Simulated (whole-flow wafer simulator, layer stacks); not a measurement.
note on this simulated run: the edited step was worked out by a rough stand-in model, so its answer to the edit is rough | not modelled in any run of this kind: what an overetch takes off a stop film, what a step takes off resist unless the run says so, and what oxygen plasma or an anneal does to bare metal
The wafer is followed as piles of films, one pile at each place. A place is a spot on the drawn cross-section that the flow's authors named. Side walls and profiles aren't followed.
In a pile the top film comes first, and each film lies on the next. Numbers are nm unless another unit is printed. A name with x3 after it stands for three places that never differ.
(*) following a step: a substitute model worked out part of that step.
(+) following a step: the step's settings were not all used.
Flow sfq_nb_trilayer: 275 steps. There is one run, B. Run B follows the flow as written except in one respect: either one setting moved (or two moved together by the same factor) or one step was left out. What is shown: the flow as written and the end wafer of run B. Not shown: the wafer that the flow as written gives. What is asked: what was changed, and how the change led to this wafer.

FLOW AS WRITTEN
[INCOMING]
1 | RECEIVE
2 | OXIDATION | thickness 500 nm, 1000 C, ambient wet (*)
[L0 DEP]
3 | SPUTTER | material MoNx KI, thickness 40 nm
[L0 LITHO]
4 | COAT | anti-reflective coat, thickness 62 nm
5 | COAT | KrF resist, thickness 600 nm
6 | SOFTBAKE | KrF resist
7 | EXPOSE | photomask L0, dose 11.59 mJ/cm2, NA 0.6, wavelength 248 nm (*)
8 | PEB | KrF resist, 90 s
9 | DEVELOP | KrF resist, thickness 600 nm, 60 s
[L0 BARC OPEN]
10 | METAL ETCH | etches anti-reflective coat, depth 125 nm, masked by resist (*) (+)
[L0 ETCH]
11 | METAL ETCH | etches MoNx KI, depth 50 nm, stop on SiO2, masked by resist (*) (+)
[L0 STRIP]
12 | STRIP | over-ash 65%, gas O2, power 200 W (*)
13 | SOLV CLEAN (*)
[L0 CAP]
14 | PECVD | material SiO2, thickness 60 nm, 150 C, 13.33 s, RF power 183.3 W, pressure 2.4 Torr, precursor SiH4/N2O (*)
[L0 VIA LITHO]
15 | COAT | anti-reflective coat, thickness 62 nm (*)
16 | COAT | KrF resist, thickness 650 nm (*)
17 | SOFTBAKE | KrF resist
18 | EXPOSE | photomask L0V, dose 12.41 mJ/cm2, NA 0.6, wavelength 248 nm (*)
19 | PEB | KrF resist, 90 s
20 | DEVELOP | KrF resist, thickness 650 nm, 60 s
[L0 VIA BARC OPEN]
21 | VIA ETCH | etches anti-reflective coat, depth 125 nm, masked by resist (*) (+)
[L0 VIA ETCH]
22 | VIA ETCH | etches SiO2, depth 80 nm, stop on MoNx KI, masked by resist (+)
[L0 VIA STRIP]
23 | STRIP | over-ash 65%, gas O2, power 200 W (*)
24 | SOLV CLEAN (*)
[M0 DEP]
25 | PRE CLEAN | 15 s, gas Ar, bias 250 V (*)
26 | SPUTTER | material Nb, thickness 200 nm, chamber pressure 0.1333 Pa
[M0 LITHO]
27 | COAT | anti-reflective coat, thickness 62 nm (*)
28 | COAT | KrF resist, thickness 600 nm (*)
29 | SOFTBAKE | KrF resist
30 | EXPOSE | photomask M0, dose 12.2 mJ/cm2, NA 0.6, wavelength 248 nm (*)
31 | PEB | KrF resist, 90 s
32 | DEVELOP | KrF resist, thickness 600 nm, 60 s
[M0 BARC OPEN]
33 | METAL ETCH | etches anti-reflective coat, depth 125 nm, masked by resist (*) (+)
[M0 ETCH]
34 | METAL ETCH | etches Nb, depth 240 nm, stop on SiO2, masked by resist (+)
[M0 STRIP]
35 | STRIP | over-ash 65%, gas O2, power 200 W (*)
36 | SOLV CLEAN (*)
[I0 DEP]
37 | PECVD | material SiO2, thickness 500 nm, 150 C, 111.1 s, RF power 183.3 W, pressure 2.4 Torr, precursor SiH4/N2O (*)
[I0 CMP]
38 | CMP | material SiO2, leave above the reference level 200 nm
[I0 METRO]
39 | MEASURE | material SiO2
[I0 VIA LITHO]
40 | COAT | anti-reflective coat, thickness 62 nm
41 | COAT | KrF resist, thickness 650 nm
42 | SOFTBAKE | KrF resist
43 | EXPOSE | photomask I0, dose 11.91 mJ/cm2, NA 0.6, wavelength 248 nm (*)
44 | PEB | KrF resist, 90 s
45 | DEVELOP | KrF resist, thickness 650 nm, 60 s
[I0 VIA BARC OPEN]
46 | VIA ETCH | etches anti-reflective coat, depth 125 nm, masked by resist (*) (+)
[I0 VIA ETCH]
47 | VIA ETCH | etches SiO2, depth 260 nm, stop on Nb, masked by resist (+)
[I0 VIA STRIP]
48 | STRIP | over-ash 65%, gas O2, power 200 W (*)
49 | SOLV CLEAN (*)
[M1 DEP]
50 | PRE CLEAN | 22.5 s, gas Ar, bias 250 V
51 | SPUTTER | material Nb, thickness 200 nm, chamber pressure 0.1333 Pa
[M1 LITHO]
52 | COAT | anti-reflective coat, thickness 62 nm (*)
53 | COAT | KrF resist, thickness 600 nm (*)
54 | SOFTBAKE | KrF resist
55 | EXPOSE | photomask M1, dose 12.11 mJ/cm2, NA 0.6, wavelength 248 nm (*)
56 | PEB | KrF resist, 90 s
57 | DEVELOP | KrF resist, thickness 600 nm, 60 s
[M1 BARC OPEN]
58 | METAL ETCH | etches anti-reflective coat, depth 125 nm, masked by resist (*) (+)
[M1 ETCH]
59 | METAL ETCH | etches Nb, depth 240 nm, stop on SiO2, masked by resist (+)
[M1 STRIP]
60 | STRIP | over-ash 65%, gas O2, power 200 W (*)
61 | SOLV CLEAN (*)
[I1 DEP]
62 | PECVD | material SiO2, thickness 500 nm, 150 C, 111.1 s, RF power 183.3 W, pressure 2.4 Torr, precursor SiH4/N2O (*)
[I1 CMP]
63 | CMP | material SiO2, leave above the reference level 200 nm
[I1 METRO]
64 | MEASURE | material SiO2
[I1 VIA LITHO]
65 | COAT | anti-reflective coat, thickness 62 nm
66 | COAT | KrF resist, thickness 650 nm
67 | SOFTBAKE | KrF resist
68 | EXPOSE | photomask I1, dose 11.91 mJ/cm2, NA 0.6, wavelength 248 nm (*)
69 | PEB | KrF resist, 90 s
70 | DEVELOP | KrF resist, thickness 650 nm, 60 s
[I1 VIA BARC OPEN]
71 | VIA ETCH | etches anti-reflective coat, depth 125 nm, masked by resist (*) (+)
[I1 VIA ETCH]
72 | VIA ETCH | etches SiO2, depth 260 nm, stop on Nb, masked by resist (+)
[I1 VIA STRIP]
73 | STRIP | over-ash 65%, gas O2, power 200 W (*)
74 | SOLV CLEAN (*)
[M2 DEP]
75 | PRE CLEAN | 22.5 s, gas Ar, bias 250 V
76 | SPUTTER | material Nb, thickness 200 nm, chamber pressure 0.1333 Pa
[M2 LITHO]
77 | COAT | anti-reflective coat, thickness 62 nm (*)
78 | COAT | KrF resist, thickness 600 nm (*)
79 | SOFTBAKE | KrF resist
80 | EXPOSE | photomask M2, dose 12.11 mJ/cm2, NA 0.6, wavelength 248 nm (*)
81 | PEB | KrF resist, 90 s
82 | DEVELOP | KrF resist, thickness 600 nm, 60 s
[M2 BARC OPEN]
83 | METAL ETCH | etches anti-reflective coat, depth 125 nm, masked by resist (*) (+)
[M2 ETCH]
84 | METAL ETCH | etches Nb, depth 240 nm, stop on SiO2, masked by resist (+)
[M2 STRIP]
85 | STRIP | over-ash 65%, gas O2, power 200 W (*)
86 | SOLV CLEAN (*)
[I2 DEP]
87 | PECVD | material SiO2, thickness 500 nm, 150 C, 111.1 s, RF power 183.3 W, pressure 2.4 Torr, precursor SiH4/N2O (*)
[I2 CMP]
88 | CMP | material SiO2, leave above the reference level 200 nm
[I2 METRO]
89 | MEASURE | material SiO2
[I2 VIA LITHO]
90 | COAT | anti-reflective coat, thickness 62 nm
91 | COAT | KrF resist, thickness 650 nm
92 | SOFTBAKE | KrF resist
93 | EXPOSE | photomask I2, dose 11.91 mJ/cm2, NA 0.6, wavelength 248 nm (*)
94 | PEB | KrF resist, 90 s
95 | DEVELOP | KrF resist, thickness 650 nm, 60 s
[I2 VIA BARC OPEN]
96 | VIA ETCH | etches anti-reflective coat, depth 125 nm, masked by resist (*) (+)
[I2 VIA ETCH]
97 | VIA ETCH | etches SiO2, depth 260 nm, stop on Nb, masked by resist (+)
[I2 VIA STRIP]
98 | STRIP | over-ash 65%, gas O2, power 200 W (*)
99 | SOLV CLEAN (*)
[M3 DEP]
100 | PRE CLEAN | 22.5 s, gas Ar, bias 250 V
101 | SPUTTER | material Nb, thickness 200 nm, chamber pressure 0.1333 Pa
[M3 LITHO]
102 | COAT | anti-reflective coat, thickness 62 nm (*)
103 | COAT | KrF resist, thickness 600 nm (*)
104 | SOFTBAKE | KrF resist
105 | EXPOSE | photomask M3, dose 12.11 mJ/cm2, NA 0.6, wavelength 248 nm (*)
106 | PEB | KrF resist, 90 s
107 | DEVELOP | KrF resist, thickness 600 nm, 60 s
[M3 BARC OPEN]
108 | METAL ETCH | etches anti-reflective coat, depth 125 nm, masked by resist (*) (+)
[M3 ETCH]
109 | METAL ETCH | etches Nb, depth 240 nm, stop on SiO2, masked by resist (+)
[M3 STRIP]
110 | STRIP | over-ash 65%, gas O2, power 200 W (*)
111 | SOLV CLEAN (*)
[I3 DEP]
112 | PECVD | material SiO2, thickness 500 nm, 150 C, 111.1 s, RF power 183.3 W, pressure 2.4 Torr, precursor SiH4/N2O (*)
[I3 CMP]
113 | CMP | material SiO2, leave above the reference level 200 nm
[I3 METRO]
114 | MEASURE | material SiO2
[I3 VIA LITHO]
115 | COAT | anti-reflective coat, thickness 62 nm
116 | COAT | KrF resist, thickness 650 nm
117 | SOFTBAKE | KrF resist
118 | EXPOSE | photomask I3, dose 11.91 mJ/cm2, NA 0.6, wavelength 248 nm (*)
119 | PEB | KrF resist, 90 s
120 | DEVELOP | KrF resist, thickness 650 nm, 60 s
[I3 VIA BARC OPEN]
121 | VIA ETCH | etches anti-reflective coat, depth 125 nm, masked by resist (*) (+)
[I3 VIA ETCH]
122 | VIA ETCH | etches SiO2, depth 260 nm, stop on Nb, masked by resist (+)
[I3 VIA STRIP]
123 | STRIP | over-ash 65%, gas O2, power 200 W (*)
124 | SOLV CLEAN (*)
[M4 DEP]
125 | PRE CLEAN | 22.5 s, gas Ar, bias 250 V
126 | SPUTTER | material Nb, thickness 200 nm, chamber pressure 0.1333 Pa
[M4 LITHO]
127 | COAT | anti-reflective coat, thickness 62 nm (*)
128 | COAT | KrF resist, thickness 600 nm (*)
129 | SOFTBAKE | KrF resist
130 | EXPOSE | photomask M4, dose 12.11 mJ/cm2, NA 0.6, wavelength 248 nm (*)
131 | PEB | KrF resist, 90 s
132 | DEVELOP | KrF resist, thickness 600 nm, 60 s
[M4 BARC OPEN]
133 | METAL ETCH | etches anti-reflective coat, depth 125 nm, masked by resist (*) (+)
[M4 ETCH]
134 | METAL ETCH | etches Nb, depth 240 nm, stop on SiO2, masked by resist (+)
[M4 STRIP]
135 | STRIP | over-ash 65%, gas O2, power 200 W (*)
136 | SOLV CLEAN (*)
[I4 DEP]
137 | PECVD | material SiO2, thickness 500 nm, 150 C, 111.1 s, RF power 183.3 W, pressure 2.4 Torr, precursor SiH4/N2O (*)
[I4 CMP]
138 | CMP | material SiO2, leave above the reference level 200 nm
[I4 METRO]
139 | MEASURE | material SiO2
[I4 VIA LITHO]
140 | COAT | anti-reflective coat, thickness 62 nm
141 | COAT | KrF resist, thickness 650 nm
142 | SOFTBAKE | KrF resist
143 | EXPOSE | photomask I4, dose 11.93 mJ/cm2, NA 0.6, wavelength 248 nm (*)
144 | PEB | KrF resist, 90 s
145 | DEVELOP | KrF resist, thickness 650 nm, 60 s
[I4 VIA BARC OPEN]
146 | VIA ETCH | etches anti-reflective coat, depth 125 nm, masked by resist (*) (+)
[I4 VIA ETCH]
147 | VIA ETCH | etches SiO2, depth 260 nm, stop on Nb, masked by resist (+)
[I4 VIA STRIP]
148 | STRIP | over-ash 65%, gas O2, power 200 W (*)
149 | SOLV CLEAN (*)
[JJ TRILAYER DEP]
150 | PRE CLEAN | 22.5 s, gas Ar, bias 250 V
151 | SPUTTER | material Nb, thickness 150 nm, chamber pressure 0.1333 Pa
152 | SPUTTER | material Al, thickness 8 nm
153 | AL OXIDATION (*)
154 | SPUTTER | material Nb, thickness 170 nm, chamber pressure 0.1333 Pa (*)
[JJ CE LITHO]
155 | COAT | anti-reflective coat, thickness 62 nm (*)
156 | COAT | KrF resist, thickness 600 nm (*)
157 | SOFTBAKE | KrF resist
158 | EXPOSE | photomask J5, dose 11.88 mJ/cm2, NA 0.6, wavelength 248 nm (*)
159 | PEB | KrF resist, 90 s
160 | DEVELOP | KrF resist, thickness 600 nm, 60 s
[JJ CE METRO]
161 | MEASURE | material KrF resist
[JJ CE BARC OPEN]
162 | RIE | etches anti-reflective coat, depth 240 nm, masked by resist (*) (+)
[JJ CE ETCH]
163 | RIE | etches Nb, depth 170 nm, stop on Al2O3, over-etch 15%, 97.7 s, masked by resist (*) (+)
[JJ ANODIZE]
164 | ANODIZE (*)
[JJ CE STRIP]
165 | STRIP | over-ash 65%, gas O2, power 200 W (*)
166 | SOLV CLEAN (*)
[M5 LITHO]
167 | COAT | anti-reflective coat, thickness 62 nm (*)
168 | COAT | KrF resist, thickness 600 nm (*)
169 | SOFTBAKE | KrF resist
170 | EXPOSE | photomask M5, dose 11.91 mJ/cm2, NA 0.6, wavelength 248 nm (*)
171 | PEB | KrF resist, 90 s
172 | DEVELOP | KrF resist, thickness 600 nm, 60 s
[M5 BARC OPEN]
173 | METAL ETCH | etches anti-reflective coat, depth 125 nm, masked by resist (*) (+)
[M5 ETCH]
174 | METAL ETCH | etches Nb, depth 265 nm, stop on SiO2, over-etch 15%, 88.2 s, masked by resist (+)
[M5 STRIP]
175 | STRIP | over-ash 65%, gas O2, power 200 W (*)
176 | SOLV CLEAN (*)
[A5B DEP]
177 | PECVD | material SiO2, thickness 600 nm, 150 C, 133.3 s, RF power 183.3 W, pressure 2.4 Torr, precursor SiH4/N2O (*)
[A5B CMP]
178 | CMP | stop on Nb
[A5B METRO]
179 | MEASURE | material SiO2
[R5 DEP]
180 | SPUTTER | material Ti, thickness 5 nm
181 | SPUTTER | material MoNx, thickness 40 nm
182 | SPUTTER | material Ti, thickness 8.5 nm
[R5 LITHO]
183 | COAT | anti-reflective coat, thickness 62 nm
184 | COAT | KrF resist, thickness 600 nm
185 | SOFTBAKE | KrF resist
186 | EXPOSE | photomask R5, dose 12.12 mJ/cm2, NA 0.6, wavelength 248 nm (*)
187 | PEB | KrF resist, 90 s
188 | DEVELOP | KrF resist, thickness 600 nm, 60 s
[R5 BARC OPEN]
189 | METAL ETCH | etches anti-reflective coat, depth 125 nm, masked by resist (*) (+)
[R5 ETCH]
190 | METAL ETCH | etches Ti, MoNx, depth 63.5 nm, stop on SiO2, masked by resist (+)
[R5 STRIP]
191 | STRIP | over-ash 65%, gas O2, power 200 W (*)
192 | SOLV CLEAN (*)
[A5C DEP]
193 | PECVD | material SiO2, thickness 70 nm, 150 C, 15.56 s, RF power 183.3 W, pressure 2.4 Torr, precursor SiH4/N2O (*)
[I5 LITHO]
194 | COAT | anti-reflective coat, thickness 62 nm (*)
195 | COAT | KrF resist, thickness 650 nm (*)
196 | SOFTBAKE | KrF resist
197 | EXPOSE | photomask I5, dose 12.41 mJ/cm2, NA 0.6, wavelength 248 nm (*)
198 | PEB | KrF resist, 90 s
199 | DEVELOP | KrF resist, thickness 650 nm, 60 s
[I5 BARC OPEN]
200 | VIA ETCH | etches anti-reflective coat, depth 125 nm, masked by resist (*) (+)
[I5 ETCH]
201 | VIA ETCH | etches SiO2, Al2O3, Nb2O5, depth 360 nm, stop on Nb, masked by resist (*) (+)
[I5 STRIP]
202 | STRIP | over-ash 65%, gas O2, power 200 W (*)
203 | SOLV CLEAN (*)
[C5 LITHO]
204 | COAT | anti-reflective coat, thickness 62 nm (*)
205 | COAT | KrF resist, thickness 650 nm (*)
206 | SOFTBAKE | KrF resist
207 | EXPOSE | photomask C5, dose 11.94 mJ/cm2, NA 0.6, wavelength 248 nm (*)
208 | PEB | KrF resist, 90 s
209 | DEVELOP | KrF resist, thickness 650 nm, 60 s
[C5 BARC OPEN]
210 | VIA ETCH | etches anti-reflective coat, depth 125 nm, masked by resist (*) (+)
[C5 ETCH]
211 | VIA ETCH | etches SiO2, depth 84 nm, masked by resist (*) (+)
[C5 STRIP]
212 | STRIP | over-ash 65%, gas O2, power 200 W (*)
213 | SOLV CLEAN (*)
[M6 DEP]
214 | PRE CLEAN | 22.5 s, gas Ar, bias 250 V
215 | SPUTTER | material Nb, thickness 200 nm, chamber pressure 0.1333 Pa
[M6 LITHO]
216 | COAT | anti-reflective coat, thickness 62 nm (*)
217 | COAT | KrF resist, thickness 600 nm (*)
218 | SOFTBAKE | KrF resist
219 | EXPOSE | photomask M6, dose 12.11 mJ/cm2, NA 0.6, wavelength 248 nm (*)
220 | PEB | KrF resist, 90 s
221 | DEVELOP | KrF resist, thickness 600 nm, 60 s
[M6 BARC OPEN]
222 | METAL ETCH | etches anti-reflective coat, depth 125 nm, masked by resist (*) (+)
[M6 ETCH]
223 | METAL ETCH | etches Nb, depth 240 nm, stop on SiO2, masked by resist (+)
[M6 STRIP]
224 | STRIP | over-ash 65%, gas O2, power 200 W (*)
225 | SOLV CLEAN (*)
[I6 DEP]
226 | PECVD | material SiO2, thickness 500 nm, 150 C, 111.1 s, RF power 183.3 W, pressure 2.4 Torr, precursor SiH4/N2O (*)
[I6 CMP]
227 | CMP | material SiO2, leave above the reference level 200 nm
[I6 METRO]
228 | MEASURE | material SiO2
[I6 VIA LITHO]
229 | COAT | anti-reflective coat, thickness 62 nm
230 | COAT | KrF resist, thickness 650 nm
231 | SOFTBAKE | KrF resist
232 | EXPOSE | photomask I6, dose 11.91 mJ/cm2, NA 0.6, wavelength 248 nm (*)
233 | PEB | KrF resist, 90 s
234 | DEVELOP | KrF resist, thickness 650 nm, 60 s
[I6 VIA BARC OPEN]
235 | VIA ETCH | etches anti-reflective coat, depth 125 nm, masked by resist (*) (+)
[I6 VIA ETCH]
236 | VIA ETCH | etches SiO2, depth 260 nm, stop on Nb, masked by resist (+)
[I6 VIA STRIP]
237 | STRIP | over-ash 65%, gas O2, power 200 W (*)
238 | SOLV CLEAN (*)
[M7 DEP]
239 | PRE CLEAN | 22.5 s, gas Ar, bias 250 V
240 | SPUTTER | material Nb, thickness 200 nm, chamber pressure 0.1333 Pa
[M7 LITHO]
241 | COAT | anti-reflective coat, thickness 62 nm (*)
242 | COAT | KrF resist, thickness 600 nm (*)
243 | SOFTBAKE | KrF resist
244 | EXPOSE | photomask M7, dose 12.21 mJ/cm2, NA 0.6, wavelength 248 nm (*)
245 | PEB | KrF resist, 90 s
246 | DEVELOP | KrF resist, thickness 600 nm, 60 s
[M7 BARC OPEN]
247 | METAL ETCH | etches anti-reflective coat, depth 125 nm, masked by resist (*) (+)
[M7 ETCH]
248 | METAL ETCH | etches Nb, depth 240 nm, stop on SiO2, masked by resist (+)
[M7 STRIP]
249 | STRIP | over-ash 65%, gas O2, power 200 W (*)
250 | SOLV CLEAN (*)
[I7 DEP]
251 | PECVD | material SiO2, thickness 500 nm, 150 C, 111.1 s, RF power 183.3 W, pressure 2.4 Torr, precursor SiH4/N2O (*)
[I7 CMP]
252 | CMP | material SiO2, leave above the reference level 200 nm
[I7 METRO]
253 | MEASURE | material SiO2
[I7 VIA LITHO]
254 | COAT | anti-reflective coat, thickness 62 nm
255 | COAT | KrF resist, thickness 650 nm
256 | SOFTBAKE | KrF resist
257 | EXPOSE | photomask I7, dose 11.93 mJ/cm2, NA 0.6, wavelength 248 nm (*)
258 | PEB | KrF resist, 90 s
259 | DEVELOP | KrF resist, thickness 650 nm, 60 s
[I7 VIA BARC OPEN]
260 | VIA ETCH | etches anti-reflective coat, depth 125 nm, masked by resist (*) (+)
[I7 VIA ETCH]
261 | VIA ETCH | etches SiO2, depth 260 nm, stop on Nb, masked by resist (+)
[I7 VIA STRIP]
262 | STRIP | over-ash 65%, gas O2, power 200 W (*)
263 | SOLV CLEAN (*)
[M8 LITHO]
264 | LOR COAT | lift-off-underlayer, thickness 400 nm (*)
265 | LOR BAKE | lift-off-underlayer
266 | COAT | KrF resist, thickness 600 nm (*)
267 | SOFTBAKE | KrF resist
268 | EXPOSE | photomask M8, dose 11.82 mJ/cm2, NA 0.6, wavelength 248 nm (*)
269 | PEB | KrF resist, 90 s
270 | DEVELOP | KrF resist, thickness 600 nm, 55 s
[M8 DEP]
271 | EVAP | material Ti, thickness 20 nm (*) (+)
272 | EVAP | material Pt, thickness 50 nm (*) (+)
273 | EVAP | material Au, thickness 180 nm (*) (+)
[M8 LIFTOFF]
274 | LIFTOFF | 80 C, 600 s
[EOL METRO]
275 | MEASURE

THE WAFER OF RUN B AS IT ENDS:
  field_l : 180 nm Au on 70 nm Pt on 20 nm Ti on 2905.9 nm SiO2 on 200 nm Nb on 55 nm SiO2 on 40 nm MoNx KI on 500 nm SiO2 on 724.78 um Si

What caused this: step 272, EVAP: thickness 70 nm was run, though the flow has thickness 50 nm.
One can read it off the wafer: field_l has Pt 70, and step 272 as written asks for 50 nm.

The path from the change to this, step by step:
  272 | EVAP | material Pt, thickness 50 nm (*) (+)
      field_l, v_sur, via_wl and 103 more: Pt gains 70 (new film) (it would be, as written: Pt gains 50 (new film))
  274 | LIFTOFF | 80 C, 600 s
      p4_fl, p4_fm, p4_w1 and 71 more: Au loses 180 (all of it), Pt loses 70 (all of it), Ti loses 20 (all of it), KrF resist loses 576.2 (all of it), lift-off-underlayer loses 400 (all of it) (it would be, as written: Au loses 180 (all of it), Pt loses 50 (all of it), Ti loses 20 (all of it), KrF resist loses 576.2 (all of it), lift-off-underlayer loses 400 (all of it))
      c5j, ce_r: Au loses 180 (all of it), Pt loses 70 (all of it), Ti loses 20 (all of it), KrF resist loses 573.3 (all of it), lift-off-underlayer loses 399.3 (all of it) (it would be, as written: Au loses 180 (all of it), Pt loses 50 (all of it), Ti loses 20 (all of it), KrF resist loses 573.3 (all of it), lift-off-underlayer loses 399.3 (all of it))
      (also at 19 further places)
